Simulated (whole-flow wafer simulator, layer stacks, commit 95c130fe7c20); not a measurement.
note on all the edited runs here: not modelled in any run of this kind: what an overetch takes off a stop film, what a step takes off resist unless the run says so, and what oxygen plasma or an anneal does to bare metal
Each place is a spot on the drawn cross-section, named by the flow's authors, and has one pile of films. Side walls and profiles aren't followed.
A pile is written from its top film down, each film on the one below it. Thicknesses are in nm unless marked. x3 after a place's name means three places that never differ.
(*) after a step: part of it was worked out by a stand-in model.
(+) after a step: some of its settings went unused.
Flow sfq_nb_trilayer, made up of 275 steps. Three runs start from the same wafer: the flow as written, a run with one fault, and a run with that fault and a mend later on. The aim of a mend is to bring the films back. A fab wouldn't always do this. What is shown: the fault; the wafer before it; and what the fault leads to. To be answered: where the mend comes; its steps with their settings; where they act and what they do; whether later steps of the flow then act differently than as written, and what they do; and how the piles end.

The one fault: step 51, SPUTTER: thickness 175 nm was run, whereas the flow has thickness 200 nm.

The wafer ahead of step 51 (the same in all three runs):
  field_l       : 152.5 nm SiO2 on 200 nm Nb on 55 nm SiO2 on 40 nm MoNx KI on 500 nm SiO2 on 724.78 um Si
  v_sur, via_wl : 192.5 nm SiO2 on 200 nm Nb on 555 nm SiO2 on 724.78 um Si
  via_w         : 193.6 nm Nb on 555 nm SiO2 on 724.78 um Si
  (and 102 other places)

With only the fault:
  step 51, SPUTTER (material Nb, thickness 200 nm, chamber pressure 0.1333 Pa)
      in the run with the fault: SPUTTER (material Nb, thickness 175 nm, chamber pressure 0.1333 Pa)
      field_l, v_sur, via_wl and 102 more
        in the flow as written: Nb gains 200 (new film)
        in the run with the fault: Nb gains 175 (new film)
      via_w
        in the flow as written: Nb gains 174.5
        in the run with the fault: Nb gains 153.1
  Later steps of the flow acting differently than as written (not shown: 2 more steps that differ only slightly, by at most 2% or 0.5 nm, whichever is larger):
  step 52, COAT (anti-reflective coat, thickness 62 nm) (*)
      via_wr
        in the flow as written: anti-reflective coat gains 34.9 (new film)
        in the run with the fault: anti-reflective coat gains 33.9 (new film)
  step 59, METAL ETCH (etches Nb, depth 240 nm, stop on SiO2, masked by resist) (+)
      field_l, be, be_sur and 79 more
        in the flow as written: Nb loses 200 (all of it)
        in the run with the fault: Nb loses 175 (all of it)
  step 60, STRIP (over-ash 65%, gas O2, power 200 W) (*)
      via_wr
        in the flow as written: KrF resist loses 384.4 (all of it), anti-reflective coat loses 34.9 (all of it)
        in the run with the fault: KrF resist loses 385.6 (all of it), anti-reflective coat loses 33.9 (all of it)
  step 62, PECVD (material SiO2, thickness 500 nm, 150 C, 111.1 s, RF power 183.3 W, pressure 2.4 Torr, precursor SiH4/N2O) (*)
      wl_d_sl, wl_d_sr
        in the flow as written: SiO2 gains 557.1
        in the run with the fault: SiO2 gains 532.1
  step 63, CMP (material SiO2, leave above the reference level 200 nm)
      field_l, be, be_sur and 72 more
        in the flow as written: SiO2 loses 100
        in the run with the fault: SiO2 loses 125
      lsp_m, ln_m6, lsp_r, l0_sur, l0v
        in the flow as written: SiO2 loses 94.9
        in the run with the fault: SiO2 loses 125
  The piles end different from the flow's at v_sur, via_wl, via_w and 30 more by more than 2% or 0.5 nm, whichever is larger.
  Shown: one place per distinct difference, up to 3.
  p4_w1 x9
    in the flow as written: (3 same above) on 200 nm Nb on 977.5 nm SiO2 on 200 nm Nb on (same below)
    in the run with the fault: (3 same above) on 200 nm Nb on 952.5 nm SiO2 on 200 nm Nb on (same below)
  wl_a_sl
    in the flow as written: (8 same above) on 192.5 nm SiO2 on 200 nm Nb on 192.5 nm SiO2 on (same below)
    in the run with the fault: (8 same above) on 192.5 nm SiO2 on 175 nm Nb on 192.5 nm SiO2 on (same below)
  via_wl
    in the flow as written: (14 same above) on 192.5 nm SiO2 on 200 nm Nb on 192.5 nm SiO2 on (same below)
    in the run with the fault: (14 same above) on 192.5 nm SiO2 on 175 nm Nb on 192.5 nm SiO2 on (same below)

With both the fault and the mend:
  The mend follows step 51.
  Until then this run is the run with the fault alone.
  step 51a, SPUTTER (material Nb, thickness 25 nm, chamber pressure 0.1333 Pa) (the flow's step 51 again, with other settings)
      field_l, v_sur, via_wl and 102 more
        Nb gains 25
      via_w
        Nb gains 19.3
  None of the later steps of the flow differs from how it acts as written, at any place that is followed, by more than 2% or 0.5 nm, whichever is larger.
  The piles end only slightly different from the flow's at the places that both follow, by no more than 2% or 0.5 nm, whichever is larger.
